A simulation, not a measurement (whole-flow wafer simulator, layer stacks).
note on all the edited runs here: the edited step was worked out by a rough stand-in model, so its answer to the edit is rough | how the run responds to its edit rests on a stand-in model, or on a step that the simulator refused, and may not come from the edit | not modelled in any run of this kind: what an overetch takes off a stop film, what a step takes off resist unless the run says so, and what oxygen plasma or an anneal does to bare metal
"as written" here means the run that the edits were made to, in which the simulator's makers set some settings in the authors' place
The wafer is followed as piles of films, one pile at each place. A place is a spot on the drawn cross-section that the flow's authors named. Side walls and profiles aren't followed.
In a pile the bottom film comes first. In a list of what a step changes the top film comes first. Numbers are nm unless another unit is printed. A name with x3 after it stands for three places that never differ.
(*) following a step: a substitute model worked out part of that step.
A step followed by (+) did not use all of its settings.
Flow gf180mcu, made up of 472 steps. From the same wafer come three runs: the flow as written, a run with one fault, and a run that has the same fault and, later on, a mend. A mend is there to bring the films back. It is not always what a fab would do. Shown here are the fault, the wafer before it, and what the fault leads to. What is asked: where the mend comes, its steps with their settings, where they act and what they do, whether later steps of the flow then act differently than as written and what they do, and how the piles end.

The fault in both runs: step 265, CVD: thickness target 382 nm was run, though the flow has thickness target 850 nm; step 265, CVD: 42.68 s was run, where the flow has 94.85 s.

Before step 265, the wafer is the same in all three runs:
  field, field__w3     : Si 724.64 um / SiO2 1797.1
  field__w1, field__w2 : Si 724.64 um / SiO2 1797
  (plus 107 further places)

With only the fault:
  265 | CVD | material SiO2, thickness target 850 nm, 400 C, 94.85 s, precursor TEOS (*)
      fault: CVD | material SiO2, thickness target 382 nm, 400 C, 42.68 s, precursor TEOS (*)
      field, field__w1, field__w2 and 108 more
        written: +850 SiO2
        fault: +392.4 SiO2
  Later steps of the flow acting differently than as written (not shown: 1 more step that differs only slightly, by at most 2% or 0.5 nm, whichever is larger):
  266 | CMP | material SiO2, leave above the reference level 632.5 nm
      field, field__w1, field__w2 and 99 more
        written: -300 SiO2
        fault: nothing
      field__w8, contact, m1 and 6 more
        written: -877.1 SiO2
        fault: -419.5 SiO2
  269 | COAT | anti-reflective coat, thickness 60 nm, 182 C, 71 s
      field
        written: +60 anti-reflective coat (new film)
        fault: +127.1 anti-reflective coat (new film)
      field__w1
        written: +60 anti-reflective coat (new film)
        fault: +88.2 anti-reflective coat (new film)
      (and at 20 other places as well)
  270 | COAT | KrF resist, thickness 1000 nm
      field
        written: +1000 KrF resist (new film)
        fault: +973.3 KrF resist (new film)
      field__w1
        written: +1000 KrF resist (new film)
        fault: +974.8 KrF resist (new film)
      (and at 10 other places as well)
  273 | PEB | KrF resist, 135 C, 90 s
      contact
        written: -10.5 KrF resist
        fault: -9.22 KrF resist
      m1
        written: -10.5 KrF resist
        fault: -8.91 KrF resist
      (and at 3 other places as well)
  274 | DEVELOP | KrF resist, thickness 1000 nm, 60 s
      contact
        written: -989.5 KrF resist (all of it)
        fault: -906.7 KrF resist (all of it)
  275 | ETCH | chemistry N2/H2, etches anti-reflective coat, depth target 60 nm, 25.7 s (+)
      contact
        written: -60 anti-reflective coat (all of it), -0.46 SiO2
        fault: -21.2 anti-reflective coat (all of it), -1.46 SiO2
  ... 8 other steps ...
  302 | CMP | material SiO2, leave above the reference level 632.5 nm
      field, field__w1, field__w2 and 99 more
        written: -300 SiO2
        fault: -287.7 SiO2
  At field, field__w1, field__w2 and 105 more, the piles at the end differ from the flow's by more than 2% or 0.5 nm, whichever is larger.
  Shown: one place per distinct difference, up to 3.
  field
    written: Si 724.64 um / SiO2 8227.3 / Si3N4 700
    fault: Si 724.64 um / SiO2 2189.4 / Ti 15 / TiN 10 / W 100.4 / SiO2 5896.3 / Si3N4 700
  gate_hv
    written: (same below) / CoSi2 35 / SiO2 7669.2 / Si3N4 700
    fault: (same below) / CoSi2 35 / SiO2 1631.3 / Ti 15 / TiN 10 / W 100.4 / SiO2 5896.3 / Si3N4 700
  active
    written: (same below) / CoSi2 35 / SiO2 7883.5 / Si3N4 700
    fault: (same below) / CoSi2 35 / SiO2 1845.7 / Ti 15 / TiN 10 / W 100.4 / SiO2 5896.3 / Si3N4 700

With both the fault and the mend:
  After step 265 comes the mend.
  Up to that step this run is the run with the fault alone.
  265a | CVD | material SiO2, thickness target 468 nm, 400 C, 52.22 s, precursor TEOS (*) (the flow's step 265, run once more with other settings)
      field, field__w1, field__w2 and 108 more
        +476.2 SiO2
  Later steps of the flow acting differently than as written:
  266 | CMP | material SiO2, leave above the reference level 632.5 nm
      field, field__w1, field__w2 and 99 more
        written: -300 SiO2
        mend: -318.6 SiO2
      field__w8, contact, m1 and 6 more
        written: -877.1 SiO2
        mend: -895.7 SiO2
  At every place that both follow, the piles at the end match the flow's.
